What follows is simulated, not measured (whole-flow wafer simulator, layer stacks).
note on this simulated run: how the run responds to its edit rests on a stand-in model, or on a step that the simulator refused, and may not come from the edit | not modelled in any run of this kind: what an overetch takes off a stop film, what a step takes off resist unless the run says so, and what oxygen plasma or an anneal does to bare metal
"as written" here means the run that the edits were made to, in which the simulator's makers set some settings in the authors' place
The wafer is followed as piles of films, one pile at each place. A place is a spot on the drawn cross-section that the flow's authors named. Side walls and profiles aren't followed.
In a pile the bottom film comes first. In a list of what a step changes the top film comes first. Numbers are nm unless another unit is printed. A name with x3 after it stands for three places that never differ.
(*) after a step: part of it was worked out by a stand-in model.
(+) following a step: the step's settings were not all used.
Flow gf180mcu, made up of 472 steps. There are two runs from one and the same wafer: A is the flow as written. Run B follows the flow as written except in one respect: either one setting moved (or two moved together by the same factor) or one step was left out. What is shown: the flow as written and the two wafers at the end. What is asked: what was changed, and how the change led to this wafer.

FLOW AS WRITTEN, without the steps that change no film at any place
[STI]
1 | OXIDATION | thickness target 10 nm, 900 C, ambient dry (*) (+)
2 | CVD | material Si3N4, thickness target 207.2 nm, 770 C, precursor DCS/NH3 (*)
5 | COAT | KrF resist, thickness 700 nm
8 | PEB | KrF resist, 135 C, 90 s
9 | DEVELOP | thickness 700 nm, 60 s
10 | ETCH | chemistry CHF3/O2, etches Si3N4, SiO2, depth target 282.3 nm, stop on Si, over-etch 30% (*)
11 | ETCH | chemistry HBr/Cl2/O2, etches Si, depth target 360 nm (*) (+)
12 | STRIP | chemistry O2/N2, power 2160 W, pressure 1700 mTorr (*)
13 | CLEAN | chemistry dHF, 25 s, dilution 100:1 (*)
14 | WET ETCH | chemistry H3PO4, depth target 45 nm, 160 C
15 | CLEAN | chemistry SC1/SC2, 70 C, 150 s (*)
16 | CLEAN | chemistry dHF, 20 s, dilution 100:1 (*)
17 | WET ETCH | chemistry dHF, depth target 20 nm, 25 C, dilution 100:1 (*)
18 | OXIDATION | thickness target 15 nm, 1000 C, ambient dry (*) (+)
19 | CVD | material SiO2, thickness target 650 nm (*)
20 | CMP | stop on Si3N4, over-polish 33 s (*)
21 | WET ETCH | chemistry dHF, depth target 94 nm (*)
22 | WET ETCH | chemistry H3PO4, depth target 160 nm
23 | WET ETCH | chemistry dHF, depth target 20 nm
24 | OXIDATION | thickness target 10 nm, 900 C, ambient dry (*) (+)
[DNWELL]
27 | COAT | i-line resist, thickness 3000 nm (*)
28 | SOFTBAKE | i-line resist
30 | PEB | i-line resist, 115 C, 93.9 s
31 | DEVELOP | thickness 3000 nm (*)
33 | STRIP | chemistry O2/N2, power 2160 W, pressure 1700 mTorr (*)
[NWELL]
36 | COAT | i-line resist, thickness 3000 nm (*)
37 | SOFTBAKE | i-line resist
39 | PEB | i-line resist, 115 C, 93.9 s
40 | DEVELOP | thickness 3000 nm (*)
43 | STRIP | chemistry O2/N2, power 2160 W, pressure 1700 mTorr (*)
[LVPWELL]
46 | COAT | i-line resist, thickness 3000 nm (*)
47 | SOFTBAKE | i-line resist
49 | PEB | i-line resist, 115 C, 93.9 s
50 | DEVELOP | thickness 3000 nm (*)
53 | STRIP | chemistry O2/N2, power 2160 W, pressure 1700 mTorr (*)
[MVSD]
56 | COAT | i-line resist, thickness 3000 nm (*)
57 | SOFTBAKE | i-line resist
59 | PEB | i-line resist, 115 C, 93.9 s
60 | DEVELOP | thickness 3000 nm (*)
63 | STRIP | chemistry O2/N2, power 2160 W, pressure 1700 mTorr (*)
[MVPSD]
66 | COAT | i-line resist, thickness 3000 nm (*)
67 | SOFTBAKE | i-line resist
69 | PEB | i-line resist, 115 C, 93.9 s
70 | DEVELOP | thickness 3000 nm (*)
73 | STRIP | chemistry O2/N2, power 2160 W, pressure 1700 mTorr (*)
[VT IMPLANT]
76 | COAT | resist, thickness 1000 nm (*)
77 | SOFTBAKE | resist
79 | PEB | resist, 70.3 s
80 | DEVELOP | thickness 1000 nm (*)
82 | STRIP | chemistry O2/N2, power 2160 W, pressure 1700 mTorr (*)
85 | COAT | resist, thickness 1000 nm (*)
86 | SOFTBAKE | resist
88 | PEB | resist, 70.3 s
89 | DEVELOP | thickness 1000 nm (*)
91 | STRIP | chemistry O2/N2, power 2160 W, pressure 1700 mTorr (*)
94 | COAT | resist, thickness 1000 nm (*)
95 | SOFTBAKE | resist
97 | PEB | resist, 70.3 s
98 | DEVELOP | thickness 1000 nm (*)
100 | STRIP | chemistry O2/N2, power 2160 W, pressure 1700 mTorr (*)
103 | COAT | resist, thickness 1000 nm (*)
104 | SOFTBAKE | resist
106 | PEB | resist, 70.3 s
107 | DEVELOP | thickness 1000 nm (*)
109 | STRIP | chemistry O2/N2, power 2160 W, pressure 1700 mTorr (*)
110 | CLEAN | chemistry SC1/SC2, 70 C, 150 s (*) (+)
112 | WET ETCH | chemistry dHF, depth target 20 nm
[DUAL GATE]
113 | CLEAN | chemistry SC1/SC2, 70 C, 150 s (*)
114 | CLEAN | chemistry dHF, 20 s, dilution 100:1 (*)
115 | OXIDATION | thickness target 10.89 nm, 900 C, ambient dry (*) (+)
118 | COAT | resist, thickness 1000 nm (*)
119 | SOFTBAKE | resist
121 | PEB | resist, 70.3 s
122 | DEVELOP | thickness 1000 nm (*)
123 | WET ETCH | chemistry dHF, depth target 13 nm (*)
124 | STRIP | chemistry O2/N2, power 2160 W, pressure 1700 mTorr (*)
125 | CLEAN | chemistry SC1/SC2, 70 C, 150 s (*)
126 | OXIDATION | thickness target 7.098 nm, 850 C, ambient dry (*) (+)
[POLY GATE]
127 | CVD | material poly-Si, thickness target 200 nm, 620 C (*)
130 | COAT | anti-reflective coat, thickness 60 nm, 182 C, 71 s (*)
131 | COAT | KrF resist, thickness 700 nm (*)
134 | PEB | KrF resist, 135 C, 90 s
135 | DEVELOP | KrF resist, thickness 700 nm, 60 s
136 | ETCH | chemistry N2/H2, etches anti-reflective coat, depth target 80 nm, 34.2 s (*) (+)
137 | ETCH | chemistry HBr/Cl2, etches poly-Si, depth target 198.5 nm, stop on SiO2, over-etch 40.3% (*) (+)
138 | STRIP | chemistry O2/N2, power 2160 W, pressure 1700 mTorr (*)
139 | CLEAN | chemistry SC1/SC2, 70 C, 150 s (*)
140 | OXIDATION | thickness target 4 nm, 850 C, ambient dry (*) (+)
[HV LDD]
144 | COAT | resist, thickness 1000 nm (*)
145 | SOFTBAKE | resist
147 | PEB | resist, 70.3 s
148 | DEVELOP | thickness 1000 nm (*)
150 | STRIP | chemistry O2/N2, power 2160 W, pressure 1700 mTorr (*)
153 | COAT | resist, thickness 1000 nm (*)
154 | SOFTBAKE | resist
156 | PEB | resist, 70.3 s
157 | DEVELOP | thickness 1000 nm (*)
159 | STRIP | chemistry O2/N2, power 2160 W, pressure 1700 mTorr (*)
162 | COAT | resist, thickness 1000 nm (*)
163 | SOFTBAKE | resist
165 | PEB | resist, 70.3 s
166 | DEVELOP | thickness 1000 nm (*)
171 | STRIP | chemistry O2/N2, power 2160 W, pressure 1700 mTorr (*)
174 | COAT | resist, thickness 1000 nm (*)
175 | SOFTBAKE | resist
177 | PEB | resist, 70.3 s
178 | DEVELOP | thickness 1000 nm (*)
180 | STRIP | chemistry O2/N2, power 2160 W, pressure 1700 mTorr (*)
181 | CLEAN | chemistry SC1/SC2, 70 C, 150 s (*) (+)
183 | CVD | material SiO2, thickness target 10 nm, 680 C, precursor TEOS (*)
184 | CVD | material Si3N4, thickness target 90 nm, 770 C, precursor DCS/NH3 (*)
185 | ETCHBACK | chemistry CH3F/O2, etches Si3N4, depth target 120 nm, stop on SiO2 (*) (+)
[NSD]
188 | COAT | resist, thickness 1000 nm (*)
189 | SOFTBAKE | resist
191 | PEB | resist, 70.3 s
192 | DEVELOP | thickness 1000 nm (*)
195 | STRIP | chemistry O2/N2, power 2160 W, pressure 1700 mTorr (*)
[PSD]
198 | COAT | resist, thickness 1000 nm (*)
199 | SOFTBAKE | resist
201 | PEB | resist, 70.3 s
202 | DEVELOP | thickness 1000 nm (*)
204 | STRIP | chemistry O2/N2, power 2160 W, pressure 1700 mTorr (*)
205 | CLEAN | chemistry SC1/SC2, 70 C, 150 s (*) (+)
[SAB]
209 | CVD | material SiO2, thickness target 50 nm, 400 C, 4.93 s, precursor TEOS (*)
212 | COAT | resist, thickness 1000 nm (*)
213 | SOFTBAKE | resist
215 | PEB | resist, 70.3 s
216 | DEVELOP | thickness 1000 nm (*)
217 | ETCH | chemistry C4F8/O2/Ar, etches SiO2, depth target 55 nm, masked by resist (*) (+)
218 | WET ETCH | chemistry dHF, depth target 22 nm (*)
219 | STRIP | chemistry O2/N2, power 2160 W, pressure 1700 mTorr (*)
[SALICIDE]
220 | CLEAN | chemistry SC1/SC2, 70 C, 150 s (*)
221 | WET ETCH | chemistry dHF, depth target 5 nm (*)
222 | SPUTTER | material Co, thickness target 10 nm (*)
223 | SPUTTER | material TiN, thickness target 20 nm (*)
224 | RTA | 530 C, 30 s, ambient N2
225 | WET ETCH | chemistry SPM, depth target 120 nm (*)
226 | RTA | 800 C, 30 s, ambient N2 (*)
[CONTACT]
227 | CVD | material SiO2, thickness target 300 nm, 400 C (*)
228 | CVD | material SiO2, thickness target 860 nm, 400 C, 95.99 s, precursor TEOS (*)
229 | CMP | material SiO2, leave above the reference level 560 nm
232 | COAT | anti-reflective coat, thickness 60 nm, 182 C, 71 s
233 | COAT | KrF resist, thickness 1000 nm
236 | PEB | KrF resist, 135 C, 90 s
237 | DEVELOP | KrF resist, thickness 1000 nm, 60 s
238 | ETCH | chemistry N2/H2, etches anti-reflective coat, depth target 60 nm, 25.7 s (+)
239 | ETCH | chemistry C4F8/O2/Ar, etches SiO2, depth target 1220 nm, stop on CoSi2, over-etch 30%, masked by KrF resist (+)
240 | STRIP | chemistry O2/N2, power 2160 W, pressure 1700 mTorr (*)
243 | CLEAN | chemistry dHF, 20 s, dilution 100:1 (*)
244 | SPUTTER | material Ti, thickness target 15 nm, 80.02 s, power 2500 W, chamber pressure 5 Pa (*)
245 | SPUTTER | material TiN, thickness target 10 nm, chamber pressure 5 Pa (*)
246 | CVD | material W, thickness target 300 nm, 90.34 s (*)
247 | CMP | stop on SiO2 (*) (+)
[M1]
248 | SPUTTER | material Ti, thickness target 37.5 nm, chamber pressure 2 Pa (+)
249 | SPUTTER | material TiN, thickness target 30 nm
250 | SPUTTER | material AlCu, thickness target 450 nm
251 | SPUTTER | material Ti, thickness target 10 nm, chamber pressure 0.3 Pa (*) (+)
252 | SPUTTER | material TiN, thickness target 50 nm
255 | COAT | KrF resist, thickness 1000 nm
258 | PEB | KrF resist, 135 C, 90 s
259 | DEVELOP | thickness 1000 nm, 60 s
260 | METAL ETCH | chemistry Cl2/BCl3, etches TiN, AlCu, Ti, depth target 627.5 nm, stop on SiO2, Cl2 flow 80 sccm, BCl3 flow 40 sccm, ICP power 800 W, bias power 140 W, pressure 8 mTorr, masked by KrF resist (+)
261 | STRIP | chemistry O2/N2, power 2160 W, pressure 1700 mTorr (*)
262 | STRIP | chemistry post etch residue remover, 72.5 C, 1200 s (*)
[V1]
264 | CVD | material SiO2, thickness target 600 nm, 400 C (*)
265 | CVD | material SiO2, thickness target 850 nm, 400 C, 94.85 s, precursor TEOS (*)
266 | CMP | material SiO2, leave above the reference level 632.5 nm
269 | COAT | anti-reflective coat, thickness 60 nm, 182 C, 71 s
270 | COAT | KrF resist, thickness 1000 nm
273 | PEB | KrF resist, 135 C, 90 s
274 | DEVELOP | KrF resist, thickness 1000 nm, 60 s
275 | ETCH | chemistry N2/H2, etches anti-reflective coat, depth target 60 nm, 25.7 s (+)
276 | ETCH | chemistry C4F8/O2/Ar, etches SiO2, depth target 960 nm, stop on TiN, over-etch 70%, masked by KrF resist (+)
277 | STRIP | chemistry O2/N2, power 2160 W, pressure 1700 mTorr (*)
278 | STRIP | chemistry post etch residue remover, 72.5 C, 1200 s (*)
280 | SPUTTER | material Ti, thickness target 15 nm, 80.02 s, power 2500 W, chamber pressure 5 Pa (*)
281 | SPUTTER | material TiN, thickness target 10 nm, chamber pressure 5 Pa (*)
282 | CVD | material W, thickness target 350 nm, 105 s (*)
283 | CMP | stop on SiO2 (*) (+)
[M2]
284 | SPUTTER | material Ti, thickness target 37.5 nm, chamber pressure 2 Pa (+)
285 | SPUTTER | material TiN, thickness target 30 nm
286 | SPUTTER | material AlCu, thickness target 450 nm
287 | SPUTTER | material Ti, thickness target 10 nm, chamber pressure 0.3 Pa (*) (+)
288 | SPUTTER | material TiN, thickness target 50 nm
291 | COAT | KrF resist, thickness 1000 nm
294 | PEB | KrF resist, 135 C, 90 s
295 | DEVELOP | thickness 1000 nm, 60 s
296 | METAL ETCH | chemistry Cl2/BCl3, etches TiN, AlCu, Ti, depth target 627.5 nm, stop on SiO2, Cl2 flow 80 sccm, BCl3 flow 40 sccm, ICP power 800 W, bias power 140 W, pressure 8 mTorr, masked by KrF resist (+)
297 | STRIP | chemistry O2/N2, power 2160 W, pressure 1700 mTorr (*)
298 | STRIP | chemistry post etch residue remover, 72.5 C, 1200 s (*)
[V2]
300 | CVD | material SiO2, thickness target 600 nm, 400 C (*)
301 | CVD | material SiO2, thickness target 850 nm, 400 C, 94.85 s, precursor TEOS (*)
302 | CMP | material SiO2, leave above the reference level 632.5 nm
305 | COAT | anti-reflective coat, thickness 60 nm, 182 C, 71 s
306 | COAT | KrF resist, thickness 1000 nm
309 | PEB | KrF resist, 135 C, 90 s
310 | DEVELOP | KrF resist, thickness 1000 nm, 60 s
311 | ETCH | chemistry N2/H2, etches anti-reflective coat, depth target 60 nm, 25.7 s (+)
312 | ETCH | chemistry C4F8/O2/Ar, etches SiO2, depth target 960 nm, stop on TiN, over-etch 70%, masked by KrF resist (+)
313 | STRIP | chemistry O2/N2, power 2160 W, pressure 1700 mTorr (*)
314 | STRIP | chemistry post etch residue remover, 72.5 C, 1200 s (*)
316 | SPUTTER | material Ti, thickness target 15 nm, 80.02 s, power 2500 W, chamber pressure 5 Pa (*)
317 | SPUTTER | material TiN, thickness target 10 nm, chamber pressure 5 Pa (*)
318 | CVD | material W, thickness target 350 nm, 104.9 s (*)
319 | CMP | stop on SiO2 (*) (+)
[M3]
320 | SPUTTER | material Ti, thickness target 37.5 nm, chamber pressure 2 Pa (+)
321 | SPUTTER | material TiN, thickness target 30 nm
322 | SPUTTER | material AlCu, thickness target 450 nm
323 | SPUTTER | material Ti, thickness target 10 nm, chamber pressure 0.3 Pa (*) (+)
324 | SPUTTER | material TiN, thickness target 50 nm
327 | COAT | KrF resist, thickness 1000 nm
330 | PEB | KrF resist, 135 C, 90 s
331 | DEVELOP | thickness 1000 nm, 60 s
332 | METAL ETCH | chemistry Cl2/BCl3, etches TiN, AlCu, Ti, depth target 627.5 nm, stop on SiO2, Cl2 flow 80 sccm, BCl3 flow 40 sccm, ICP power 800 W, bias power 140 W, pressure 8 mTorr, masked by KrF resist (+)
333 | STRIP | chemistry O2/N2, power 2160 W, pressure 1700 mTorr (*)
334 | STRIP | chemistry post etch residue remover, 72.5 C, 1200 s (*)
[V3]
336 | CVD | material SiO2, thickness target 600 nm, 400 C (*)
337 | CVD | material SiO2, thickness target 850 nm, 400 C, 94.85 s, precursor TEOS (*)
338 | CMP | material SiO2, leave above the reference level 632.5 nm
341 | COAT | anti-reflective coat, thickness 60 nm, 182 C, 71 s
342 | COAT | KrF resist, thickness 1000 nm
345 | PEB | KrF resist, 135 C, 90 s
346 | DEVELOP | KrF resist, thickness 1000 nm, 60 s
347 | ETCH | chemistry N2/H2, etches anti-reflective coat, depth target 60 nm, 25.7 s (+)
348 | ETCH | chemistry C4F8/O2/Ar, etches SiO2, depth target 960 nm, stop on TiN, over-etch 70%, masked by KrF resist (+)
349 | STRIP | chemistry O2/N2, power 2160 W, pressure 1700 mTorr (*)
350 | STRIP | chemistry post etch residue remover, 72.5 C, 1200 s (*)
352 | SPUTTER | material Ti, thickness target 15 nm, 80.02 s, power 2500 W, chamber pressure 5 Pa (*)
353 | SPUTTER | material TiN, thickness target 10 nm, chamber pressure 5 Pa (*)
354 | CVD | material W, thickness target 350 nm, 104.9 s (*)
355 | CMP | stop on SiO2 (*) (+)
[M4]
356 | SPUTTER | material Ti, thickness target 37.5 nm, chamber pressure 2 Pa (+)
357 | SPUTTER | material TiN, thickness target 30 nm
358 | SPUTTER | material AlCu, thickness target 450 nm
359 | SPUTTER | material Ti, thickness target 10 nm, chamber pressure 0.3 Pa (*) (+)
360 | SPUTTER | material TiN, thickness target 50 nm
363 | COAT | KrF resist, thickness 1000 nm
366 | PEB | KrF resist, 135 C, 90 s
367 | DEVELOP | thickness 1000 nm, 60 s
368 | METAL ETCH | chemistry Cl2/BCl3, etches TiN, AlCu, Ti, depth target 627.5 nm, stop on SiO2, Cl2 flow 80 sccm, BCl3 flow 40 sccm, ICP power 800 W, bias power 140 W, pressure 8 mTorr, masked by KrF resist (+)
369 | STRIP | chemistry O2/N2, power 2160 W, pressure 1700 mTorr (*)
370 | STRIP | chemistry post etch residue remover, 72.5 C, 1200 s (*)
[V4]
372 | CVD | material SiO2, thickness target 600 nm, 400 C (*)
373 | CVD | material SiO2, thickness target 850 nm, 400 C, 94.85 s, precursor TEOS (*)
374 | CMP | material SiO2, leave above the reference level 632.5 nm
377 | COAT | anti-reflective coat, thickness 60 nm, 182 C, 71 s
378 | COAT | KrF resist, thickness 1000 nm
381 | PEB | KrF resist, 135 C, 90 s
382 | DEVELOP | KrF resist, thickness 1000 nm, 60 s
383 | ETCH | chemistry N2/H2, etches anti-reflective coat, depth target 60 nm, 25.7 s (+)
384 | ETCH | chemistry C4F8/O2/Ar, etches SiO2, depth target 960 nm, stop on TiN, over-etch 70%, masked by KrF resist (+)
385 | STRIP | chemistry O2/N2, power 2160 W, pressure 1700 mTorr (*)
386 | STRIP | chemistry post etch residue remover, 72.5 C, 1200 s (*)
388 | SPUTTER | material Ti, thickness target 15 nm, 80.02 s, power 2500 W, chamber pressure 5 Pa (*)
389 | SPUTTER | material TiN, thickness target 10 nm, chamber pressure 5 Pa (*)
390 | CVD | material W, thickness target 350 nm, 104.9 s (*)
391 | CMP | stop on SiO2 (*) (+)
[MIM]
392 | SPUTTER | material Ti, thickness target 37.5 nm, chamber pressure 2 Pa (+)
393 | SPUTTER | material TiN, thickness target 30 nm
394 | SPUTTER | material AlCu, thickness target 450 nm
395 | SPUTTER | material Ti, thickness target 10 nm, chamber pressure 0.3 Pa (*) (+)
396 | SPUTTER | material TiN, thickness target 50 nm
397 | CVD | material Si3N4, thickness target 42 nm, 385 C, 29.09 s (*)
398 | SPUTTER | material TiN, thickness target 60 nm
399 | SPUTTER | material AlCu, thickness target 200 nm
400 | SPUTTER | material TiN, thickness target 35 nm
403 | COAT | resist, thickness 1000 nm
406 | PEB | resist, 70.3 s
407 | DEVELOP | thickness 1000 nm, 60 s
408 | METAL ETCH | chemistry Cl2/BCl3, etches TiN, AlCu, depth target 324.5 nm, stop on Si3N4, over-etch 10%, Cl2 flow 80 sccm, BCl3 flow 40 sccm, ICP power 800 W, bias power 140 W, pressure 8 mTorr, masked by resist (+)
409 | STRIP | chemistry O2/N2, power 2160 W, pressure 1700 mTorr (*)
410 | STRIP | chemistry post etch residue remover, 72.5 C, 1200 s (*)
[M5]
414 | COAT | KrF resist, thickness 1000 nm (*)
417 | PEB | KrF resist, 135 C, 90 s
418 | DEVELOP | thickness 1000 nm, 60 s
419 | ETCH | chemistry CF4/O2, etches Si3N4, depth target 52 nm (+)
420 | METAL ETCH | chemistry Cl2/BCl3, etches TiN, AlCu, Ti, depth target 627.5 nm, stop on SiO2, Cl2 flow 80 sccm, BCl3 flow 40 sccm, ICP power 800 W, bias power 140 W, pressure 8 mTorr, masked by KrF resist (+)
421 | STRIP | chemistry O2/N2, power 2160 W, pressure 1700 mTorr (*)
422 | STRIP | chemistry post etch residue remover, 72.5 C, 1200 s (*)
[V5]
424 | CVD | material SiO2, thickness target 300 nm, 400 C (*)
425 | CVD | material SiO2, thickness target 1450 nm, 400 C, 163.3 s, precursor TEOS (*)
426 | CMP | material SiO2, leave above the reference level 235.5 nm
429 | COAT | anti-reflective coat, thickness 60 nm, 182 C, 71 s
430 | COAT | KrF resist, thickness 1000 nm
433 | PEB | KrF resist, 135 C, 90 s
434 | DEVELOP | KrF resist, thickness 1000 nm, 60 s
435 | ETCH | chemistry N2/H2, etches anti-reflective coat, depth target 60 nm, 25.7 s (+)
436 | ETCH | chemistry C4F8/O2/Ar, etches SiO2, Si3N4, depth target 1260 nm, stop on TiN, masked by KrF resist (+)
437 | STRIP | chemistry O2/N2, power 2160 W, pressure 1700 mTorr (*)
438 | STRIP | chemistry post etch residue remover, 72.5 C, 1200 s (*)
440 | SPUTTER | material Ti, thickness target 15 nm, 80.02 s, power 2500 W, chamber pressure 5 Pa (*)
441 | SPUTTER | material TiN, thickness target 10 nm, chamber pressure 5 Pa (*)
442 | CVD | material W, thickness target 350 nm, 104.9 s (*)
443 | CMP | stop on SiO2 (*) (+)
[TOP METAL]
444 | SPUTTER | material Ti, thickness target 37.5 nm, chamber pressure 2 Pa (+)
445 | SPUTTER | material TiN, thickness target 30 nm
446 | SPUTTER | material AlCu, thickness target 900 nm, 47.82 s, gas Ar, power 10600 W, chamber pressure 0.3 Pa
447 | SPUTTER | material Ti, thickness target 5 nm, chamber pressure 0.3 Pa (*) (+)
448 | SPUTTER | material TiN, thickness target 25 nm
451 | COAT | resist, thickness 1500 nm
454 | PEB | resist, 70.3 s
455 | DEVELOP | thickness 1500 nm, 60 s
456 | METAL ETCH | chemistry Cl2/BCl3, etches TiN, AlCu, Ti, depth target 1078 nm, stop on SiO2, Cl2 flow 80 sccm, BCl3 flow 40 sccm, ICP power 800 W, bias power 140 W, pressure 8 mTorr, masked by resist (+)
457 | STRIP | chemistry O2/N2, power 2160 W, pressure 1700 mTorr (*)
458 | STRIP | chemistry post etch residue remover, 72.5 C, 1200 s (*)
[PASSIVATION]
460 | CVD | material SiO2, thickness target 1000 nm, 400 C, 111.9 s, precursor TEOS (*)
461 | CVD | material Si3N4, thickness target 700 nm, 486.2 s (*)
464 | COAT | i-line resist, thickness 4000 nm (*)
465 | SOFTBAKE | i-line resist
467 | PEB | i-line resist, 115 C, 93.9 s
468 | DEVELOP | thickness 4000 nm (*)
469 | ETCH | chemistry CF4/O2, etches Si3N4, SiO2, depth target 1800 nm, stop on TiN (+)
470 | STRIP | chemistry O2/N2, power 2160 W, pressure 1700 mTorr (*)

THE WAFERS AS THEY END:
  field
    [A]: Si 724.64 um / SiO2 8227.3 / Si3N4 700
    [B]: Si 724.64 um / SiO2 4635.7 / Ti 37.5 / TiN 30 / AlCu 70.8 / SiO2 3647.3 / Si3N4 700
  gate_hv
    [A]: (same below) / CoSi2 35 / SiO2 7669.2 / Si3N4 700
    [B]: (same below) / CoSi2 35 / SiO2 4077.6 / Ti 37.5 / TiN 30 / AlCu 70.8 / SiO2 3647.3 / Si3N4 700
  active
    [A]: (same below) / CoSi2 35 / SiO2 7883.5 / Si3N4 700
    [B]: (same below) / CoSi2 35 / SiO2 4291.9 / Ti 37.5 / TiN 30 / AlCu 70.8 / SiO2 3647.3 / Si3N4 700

What caused this: step 358, SPUTTER: thickness target 644 nm was run, whereas the flow has thickness target 450 nm.

Step by step, how the change led to this:
  358 | SPUTTER | material AlCu, thickness target 450 nm
      field, field__w1, field__w2 and 108 more: A +450 AlCu (new film) | B +644 AlCu (new film)
  368 | METAL ETCH | chemistry Cl2/BCl3, etches TiN, AlCu, Ti, depth target 627.5 nm, stop on SiO2, Cl2 flow 80 sccm, BCl3 flow 40 sccm, ICP power 800 W, bias power 140 W, pressure 8 mTorr, masked by KrF resist (+)
      field, field__w1, field__w2 and 103 more: A -50 TiN (all of it), -10 Ti (all of it), -450 AlCu (all of it), -30 TiN (all of it), -37.5 Ti (all of it) | B -50 TiN (all of it), -10 Ti (all of it), -567.5 AlCu
  370 | STRIP | chemistry post etch residue remover, 72.5 C, 1200 s (*)
      field, field__w1, field__w2 and 103 more: A nothing | B -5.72 AlCu
  372 | CVD | material SiO2, thickness target 600 nm, 400 C (*)
      field, field__w1, field__w2 and 103 more: A +600 SiO2 | B +600 SiO2 (new film)
  374 | CMP | material SiO2, leave above the reference level 632.5 nm
      field, field__w1, field__w2 and 103 more: A -300 SiO2 | B -244.3 SiO2
Taking metal films that touch as one body, field has 1 body; the flow as written gives 0 bodies.
Taking metal films that touch as one body, gate_hv has 2 bodies (between them, from the top down: SiO2 4077.6); the flow as written gives 1 body.
Taking metal films that touch as one body, active has 2 bodies (between them, from the top down: SiO2 4291.9); the flow as written gives 1 body.
